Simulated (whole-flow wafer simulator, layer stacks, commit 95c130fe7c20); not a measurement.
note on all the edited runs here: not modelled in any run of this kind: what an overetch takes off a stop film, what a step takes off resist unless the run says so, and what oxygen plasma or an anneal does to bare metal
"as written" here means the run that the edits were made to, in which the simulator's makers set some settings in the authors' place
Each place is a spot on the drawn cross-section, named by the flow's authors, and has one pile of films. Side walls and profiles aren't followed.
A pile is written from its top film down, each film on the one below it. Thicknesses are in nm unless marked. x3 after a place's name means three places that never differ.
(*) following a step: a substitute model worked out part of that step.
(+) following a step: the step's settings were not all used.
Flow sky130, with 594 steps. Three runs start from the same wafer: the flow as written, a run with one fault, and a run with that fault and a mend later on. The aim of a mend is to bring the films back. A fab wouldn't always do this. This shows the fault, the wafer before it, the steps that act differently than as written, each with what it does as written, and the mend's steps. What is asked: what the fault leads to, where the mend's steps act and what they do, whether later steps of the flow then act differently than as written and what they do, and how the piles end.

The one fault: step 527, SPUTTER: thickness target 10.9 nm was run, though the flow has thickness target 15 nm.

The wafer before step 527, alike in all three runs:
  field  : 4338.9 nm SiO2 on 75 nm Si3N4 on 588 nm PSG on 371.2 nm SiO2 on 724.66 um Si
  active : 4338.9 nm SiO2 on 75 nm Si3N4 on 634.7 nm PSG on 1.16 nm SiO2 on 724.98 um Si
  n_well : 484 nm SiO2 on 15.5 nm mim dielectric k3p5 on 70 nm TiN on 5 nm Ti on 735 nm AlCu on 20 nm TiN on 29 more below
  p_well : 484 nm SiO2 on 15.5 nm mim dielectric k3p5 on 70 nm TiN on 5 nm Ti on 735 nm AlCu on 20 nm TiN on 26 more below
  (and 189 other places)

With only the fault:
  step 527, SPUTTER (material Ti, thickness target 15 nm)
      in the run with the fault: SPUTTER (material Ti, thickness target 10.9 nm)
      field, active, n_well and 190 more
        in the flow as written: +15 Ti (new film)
        in the run with the fault: +10.9 Ti (new film)
  Steps later in the flow that act otherwise than as written (not shown: 19 more steps that differ only slightly, by at most 2% or 0.5 nm, whichever is larger):
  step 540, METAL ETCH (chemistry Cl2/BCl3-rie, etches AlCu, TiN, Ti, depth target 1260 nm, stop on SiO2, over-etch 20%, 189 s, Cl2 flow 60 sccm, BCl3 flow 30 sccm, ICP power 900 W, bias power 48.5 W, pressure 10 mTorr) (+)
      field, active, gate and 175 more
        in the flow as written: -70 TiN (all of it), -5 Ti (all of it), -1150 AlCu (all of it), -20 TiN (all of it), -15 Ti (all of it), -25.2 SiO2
        in the run with the fault: -70 TiN (all of it), -5 Ti (all of it), -1150 AlCu (all of it), -20 TiN (all of it), -10.9 Ti (all of it), -25.6 SiO2
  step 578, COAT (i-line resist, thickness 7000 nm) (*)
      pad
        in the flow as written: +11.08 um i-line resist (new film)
        in the run with the fault: +11.09 um i-line resist (new film)
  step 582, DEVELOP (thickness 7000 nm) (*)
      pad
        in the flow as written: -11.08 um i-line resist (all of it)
        in the run with the fault: -11.09 um i-line resist (all of it)
  The piles end different from the flow's at n_well, p_well, sd_n and 12 more by more than 2% or 0.5 nm, whichever is larger.
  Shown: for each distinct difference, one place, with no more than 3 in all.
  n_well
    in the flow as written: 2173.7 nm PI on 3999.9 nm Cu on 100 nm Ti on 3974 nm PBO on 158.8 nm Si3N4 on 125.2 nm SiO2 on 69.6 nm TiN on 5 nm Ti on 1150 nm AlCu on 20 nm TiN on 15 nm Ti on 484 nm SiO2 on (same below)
    in the run with the fault: 2174.2 nm PI on 3999.9 nm Cu on 100 nm Ti on 3977 nm PBO on 158.8 nm Si3N4 on 125.2 nm SiO2 on 69.6 nm TiN on 5 nm Ti on 1150 nm AlCu on 20 nm TiN on 10.9 nm Ti on 484 nm SiO2 on (same below)
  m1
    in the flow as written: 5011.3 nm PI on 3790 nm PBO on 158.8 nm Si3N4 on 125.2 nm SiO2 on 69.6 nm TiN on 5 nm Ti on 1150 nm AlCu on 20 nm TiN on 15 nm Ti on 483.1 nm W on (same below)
    in the run with the fault: 5011.5 nm PI on 3793.4 nm PBO on 158.8 nm Si3N4 on 125.2 nm SiO2 on 69.6 nm TiN on 5 nm Ti on 1150 nm AlCu on 20 nm TiN on 10.9 nm Ti on 483.1 nm W on (same below)
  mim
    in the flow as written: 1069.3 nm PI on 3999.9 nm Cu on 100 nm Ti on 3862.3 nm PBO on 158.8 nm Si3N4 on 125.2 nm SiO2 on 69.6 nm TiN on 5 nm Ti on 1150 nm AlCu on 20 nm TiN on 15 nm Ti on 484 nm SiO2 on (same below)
    in the run with the fault: 1069.7 nm PI on 3999.9 nm Cu on 100 nm Ti on 3865.5 nm PBO on 158.8 nm Si3N4 on 125.2 nm SiO2 on 69.6 nm TiN on 5 nm Ti on 1150 nm AlCu on 20 nm TiN on 10.9 nm Ti on 484 nm SiO2 on (same below)

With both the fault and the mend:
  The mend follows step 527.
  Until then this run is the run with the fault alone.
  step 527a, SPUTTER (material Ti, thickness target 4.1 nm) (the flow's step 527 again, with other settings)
      field, active, n_well and 190 more
        +4.1 Ti
  Later steps of the flow that are run all act as written at every place that is followed.
  The piles end the same as the flow's at every place that both follow.
